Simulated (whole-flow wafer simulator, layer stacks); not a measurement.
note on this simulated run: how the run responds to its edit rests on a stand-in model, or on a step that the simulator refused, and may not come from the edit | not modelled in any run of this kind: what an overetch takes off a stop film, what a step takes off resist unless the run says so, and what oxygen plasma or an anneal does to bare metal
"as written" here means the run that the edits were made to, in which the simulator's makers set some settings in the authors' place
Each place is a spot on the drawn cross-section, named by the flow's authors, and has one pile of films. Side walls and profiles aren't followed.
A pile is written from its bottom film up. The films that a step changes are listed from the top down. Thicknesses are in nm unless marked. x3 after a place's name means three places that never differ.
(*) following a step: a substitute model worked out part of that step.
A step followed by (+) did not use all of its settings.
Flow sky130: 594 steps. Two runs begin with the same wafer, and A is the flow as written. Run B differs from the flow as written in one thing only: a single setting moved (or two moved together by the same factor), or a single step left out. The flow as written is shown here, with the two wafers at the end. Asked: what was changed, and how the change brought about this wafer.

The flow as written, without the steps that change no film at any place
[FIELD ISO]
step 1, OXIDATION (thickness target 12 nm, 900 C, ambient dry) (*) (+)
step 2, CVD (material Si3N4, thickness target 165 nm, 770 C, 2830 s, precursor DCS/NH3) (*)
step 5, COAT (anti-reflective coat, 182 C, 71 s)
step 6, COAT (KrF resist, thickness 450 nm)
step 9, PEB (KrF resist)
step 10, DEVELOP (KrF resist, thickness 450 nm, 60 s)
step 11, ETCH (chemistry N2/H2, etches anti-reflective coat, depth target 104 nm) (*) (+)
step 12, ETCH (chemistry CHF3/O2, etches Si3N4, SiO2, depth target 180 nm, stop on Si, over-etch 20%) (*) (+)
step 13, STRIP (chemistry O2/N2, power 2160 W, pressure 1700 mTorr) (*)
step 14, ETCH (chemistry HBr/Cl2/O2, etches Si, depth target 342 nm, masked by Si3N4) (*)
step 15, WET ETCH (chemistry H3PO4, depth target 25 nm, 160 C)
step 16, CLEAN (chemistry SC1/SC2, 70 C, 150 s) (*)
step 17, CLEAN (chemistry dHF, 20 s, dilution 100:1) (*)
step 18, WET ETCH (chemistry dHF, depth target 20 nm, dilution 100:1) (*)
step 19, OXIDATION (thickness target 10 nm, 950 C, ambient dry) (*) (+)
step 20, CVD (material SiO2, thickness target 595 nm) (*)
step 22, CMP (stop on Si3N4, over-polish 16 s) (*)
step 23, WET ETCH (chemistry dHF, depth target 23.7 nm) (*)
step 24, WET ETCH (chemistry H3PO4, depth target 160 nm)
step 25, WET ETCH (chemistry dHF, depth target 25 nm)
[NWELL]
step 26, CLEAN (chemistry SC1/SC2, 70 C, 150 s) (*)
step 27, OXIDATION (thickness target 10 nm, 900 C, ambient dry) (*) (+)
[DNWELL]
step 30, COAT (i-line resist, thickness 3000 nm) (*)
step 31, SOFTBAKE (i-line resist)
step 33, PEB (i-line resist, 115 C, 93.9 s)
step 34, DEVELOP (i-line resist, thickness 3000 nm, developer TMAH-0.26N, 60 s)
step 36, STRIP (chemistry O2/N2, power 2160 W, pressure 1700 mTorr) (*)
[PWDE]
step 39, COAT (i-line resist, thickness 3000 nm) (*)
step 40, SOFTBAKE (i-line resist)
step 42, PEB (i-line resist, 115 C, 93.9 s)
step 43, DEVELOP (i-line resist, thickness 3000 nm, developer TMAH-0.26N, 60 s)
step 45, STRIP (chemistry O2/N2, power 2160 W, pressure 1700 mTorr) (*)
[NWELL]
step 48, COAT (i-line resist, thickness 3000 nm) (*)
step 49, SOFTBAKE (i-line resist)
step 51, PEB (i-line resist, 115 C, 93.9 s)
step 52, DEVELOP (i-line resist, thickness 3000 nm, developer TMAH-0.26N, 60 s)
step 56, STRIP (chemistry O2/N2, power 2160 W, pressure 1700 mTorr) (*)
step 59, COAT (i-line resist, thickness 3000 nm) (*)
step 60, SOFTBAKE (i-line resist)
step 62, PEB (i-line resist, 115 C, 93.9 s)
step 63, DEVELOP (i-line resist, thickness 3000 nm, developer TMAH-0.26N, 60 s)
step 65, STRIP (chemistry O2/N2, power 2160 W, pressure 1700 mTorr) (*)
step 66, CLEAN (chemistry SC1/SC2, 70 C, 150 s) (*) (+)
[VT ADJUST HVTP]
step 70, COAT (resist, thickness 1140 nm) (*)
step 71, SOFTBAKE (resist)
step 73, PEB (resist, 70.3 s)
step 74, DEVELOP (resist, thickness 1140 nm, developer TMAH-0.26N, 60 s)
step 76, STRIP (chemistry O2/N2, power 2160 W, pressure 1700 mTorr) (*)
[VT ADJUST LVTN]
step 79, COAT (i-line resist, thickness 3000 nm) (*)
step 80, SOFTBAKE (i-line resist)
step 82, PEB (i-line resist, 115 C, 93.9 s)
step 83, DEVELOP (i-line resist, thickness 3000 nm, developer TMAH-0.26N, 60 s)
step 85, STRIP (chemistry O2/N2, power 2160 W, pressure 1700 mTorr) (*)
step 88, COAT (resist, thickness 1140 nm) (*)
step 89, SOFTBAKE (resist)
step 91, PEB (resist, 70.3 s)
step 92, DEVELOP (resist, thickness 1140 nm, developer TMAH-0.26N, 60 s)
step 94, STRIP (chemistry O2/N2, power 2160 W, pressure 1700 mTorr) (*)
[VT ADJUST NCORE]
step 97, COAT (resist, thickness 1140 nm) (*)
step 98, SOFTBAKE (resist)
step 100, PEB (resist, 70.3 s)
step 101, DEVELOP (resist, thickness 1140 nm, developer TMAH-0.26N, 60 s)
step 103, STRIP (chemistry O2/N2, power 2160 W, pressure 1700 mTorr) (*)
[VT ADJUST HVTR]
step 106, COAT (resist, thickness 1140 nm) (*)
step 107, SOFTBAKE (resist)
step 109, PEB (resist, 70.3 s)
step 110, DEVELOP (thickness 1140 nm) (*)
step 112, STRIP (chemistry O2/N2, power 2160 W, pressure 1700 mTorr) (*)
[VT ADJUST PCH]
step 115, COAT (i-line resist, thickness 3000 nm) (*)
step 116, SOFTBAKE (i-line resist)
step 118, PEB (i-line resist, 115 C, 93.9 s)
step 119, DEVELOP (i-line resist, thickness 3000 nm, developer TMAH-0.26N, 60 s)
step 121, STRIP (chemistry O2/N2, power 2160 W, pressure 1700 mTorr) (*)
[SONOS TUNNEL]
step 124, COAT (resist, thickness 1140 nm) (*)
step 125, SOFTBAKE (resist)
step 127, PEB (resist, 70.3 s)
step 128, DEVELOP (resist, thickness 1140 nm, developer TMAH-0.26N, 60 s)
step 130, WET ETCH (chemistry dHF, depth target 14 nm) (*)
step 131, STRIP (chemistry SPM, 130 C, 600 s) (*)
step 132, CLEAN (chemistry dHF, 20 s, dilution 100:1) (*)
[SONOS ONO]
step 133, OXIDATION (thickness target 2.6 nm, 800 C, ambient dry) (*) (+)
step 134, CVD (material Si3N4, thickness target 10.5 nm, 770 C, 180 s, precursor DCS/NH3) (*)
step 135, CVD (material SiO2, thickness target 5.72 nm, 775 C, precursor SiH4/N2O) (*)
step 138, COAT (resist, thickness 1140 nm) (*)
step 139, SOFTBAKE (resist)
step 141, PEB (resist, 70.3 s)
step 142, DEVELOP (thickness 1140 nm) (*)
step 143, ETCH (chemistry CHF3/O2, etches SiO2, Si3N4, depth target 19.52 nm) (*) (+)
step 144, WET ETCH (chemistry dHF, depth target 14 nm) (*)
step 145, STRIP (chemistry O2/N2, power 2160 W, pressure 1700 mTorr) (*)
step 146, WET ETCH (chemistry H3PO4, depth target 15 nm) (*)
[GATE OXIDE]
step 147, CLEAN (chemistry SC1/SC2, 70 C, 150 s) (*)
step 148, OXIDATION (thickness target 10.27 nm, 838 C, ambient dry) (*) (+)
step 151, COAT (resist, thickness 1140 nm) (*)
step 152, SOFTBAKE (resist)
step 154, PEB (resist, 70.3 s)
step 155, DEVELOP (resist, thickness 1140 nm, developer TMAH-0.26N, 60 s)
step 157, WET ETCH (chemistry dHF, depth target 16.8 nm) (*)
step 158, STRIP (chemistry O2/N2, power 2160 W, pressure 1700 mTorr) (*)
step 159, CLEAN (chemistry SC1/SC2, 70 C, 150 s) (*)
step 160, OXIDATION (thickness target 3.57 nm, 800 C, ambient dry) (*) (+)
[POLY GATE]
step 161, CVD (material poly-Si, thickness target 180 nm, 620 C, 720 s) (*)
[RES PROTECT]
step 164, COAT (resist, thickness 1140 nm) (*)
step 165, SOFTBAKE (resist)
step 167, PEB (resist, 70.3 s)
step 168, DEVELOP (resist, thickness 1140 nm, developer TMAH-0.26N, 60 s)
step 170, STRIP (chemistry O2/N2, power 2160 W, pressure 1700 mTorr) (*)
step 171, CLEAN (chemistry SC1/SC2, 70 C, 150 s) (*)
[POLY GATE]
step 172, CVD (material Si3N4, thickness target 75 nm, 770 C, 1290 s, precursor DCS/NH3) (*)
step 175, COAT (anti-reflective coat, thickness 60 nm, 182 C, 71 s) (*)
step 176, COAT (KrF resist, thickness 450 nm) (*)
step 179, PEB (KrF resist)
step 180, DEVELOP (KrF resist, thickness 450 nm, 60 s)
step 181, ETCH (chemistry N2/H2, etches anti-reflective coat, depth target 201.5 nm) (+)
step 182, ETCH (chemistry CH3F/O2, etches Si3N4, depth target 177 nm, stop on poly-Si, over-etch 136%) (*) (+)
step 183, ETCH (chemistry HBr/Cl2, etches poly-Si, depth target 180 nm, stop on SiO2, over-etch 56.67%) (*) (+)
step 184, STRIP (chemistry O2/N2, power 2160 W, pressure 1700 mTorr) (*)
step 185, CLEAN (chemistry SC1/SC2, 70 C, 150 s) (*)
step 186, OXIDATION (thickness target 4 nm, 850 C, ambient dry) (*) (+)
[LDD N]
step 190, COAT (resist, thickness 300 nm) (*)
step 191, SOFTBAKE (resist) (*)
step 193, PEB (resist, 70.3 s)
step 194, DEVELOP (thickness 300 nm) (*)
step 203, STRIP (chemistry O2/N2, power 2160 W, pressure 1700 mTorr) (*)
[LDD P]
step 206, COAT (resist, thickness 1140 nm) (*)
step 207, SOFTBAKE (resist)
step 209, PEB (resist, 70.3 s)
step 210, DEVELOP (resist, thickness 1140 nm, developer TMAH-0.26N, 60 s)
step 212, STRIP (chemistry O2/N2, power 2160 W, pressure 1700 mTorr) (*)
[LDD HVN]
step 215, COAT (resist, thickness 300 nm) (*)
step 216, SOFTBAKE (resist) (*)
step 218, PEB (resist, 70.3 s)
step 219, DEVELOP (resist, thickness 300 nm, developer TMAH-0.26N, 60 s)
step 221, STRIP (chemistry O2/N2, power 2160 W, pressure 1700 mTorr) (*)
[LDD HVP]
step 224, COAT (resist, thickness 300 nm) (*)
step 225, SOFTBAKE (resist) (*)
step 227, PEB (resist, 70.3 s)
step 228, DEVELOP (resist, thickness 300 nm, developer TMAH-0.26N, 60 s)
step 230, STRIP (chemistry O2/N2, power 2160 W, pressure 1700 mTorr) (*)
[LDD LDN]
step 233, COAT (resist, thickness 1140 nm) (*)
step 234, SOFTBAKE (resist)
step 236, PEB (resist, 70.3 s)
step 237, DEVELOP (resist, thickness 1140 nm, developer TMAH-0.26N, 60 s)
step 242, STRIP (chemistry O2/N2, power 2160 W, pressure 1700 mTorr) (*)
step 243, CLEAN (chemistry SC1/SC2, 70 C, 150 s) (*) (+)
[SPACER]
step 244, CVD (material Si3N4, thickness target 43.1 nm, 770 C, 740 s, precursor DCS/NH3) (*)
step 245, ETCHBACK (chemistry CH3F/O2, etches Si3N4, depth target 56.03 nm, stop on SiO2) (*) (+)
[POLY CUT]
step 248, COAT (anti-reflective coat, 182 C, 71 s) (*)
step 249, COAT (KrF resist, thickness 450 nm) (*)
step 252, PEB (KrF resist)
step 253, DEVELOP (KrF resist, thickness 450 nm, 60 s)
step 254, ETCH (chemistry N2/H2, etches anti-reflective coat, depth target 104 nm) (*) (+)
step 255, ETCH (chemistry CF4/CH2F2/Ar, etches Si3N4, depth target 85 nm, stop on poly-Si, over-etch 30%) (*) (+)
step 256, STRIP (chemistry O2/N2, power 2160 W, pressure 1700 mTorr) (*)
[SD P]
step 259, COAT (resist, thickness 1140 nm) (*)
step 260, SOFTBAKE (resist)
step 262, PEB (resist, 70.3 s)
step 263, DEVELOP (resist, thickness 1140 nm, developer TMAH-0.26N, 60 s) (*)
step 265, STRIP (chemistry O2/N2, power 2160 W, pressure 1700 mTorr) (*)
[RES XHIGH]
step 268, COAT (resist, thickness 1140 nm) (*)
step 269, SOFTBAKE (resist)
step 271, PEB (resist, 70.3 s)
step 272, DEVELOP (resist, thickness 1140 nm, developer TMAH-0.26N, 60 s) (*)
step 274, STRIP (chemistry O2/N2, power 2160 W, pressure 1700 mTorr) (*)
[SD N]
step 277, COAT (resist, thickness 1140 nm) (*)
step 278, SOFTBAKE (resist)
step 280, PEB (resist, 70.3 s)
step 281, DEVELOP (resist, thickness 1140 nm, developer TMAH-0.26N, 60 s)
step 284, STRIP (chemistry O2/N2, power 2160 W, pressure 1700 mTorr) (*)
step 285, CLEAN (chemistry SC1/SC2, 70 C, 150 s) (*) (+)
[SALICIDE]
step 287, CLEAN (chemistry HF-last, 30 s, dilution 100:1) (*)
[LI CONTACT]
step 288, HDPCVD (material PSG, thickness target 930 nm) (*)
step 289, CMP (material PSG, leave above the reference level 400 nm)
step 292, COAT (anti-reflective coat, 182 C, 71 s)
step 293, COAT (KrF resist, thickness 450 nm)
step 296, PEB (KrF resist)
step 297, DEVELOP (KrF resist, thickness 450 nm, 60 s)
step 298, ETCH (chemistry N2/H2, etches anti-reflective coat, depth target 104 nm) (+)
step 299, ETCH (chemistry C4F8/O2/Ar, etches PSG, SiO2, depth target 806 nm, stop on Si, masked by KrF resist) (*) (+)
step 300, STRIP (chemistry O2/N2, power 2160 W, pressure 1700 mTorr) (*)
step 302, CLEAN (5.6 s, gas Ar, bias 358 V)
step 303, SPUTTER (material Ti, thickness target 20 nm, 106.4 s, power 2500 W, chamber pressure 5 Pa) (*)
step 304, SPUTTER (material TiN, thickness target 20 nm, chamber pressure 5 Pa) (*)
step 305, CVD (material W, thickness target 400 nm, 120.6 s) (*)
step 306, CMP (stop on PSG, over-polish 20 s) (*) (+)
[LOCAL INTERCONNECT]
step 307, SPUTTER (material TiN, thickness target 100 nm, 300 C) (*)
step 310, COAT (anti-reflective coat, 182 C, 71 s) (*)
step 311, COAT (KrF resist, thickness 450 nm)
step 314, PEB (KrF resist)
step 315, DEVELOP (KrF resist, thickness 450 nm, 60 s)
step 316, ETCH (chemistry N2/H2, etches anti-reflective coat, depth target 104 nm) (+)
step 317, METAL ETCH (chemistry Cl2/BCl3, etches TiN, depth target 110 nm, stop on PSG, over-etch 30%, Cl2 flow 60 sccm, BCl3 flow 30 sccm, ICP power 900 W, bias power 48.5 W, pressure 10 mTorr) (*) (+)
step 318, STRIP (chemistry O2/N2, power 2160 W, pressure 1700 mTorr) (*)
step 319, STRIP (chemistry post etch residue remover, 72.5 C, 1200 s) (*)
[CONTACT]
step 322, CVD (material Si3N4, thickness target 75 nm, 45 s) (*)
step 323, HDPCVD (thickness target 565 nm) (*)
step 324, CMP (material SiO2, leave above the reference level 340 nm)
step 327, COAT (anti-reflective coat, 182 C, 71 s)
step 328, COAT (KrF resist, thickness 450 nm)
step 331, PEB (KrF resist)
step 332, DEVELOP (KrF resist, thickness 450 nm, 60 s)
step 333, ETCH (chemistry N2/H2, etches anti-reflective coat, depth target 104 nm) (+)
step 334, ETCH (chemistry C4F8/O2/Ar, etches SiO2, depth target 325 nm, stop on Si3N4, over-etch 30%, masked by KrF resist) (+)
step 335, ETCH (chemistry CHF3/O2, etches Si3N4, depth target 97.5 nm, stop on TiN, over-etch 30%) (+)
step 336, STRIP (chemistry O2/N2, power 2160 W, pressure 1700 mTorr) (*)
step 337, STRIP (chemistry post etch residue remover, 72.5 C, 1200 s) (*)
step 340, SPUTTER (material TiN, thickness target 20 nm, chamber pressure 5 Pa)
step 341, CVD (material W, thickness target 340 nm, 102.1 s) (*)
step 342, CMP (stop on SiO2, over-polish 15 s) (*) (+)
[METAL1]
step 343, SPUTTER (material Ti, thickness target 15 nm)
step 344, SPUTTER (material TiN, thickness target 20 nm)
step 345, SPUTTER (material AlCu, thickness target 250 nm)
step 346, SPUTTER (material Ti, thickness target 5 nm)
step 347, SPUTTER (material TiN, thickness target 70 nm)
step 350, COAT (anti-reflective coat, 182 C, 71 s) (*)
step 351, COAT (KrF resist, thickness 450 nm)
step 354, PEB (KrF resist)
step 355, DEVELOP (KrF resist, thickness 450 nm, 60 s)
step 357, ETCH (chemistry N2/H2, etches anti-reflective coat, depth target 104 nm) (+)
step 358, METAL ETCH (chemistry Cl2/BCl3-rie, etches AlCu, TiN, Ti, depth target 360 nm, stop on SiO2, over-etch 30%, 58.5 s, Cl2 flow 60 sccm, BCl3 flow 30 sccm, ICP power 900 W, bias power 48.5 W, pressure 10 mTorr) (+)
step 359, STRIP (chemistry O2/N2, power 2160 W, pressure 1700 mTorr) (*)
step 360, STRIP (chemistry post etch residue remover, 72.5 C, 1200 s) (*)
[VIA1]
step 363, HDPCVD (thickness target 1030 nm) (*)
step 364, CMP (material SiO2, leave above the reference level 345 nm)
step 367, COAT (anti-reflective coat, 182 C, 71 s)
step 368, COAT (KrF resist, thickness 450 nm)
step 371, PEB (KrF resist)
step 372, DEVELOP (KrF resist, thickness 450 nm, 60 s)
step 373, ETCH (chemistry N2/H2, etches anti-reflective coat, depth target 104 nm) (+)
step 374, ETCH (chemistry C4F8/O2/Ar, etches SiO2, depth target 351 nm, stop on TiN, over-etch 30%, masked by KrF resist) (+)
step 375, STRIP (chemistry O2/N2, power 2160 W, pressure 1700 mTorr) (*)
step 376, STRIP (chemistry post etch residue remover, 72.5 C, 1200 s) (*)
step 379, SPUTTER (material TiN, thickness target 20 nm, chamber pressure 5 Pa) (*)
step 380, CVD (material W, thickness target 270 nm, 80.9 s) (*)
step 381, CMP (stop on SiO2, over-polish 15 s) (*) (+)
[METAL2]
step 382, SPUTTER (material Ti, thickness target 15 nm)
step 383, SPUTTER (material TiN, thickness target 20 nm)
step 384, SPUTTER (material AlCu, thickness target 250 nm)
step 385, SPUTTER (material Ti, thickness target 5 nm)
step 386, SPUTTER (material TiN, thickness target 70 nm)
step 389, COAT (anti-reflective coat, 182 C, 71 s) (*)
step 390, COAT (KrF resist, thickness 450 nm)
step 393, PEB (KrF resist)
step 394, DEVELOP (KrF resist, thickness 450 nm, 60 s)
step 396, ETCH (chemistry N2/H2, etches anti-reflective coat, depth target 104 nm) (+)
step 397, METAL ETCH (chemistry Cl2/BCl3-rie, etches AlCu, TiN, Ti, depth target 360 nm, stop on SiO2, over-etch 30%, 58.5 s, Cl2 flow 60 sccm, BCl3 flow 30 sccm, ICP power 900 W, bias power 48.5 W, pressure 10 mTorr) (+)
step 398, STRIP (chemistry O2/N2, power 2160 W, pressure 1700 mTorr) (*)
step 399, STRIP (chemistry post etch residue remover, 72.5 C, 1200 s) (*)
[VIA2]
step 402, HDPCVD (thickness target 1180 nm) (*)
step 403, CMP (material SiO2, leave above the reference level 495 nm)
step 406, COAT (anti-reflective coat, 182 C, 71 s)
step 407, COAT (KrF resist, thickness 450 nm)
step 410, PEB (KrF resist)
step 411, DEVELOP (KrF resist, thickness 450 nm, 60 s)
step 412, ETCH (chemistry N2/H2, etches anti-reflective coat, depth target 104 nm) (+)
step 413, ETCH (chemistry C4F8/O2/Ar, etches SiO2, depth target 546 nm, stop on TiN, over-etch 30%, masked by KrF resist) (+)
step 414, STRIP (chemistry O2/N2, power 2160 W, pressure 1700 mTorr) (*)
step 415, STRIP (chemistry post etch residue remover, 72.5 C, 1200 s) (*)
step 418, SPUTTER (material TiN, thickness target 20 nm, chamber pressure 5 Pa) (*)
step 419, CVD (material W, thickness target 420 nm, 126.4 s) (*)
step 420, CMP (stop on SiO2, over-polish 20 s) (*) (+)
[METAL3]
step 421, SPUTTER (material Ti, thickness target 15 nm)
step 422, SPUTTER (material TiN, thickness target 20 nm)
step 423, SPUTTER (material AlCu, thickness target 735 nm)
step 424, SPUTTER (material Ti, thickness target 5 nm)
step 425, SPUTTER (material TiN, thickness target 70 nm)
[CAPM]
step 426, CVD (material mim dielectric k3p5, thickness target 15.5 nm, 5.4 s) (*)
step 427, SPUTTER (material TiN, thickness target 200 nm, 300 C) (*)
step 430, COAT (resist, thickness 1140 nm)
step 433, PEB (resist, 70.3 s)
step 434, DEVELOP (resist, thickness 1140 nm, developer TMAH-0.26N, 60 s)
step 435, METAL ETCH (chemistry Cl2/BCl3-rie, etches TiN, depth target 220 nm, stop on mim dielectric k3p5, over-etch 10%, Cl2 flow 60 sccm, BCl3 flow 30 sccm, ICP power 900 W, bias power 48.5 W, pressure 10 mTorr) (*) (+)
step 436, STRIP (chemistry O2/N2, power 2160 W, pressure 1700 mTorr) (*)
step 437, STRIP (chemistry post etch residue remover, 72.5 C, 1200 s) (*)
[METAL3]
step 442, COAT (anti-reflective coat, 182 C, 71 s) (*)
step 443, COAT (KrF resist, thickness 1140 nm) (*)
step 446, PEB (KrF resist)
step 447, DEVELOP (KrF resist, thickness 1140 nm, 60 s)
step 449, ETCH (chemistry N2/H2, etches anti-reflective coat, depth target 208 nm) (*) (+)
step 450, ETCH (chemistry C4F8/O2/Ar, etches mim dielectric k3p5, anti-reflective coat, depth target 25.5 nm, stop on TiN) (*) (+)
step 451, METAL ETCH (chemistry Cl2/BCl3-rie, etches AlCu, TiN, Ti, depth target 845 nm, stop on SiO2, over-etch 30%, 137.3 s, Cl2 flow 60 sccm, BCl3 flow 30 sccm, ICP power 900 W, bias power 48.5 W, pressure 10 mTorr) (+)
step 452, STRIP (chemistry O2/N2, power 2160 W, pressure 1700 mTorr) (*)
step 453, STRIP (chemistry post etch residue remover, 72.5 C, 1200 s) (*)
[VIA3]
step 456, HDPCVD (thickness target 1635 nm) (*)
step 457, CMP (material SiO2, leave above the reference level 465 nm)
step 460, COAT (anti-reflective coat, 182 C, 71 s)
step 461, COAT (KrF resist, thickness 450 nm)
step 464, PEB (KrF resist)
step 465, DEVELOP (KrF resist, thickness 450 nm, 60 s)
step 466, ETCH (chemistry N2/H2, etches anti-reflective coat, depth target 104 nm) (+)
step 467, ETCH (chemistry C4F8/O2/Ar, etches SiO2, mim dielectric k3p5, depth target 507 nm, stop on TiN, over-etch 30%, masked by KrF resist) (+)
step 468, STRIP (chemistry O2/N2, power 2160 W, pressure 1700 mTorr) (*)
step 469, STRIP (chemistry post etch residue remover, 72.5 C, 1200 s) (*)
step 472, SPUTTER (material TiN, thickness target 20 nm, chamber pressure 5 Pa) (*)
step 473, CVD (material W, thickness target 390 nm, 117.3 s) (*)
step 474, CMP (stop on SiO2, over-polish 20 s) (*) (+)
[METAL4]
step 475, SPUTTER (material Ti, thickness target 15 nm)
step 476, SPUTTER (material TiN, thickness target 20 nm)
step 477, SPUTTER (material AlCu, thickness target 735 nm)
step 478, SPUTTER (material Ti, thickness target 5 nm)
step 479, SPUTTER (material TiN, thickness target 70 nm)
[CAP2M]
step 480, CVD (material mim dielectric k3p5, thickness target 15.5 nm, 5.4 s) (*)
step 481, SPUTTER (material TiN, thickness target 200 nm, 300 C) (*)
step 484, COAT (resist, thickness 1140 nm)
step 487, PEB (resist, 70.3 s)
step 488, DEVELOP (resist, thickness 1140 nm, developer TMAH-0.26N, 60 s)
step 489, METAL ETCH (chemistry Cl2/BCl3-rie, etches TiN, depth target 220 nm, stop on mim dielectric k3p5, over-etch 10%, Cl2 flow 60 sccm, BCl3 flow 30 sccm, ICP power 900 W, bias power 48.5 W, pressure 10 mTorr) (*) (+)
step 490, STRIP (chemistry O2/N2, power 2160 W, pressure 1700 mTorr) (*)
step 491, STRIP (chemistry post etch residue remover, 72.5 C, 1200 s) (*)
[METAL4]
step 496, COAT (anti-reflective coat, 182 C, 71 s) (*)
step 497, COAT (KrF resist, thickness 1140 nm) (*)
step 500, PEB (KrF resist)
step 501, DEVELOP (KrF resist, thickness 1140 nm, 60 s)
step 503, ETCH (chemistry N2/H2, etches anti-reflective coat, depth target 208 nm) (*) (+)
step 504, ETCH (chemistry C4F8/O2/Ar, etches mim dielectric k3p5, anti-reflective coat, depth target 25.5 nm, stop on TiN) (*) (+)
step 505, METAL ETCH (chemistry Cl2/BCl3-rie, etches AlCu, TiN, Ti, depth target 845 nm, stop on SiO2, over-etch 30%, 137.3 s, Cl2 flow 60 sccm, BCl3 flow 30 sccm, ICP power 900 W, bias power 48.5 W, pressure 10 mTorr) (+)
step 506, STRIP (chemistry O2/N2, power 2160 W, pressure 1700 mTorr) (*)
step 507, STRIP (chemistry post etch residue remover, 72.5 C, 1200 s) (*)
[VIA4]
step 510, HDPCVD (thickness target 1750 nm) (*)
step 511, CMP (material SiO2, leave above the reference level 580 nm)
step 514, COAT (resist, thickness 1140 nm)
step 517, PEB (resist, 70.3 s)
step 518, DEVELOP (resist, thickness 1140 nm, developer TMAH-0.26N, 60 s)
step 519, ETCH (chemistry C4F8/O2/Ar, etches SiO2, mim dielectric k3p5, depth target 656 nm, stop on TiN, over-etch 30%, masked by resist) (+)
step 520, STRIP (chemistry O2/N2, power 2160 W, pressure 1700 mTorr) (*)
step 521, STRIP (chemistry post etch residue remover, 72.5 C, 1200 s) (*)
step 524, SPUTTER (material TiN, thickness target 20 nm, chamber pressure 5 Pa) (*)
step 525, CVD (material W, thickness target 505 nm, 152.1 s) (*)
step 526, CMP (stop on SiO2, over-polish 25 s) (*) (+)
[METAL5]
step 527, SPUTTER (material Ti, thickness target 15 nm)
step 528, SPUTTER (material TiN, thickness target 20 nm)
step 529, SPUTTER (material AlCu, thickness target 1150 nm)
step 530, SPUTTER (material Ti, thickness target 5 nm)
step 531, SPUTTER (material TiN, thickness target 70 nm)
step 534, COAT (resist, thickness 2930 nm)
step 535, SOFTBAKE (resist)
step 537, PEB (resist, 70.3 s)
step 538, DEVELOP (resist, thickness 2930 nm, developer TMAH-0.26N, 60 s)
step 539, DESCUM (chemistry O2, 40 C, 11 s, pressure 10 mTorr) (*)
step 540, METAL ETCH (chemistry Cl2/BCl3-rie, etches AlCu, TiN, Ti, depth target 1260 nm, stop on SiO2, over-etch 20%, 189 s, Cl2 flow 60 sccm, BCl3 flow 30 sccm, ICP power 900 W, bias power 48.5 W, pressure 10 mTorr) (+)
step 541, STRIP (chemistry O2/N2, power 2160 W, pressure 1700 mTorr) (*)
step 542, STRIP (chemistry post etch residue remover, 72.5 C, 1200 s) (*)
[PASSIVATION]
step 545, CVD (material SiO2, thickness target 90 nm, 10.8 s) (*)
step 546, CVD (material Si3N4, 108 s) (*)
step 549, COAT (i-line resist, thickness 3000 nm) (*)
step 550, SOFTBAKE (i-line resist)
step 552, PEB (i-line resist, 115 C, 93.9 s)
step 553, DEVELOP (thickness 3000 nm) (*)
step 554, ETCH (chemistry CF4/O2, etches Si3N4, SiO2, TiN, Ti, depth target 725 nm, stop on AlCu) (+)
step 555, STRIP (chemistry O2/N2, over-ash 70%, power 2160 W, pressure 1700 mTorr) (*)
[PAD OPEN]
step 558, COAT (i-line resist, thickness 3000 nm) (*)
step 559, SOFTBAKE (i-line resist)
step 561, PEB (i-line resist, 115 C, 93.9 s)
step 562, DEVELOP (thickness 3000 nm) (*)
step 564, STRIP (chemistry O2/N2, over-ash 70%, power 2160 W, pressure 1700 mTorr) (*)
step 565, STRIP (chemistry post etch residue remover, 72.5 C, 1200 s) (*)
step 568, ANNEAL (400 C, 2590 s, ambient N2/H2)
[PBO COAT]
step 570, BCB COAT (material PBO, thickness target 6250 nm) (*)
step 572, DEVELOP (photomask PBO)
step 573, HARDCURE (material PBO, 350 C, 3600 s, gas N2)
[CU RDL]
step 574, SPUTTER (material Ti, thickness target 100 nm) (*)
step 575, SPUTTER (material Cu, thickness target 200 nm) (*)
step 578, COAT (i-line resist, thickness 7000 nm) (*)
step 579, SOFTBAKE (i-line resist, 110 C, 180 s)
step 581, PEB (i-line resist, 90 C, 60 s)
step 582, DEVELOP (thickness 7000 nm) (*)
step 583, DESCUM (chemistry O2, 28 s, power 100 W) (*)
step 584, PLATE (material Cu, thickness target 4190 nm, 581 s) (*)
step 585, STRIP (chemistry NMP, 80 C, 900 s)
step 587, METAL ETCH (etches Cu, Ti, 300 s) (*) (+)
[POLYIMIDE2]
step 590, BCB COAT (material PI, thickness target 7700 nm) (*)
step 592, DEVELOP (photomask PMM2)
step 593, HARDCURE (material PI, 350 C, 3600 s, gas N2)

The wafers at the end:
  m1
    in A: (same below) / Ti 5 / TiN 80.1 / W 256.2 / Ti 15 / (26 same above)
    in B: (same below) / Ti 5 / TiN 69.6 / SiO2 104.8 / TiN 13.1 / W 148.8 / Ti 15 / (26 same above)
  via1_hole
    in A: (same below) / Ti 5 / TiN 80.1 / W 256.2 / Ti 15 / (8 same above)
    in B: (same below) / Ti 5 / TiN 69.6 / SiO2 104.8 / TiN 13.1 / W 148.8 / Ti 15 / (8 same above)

What caused this: step 374, ETCH: depth target 165 nm was run, whereas the flow has depth target 351 nm.

How this came from the change, step by step:
  step 374, ETCH (chemistry C4F8/O2/Ar, etches SiO2, depth target 351 nm, stop on TiN, over-etch 30%, masked by KrF resist) (+)
      m1, via1_hole: A SiO2 loses 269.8 (all of it) | B SiO2 loses 165
      field, active, n_well and 186 more: A KrF resist loses 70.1 | B KrF resist loses 33
  step 375, STRIP (chemistry O2/N2, power 2160 W, pressure 1700 mTorr) (*)
      field, active, n_well and 186 more: A KrF resist loses 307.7 (all of it), anti-reflective coat loses 80 (all of it) | B KrF resist loses 344.8 (all of it), anti-reflective coat loses 80 (all of it)
  step 379, SPUTTER (material TiN, thickness target 20 nm, chamber pressure 5 Pa) (*)
      m1: A TiN gains 11 | B TiN gains 13.1 (new film)
      via1_hole: A TiN gains 10.9 | B TiN gains 13.1 (new film)
  step 380, CVD (material W, thickness target 270 nm, 80.9 s) (*)
      m1, via1_hole: A W gains 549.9 (new film) | B W gains 442.5 (new film)
Taking metal films that touch as one body, m1 has 3 bodies (between them, from the top down: SiO2 104.8; SiO2 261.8 / Si3N4 75); the flow as written gives 2 bodies (between them, from the top down: SiO2 261.8 / Si3N4 75).
Taking metal films that touch as one body, via1_hole has 2 bodies (between them, from the top down: SiO2 104.8); the flow as written gives 1 body.
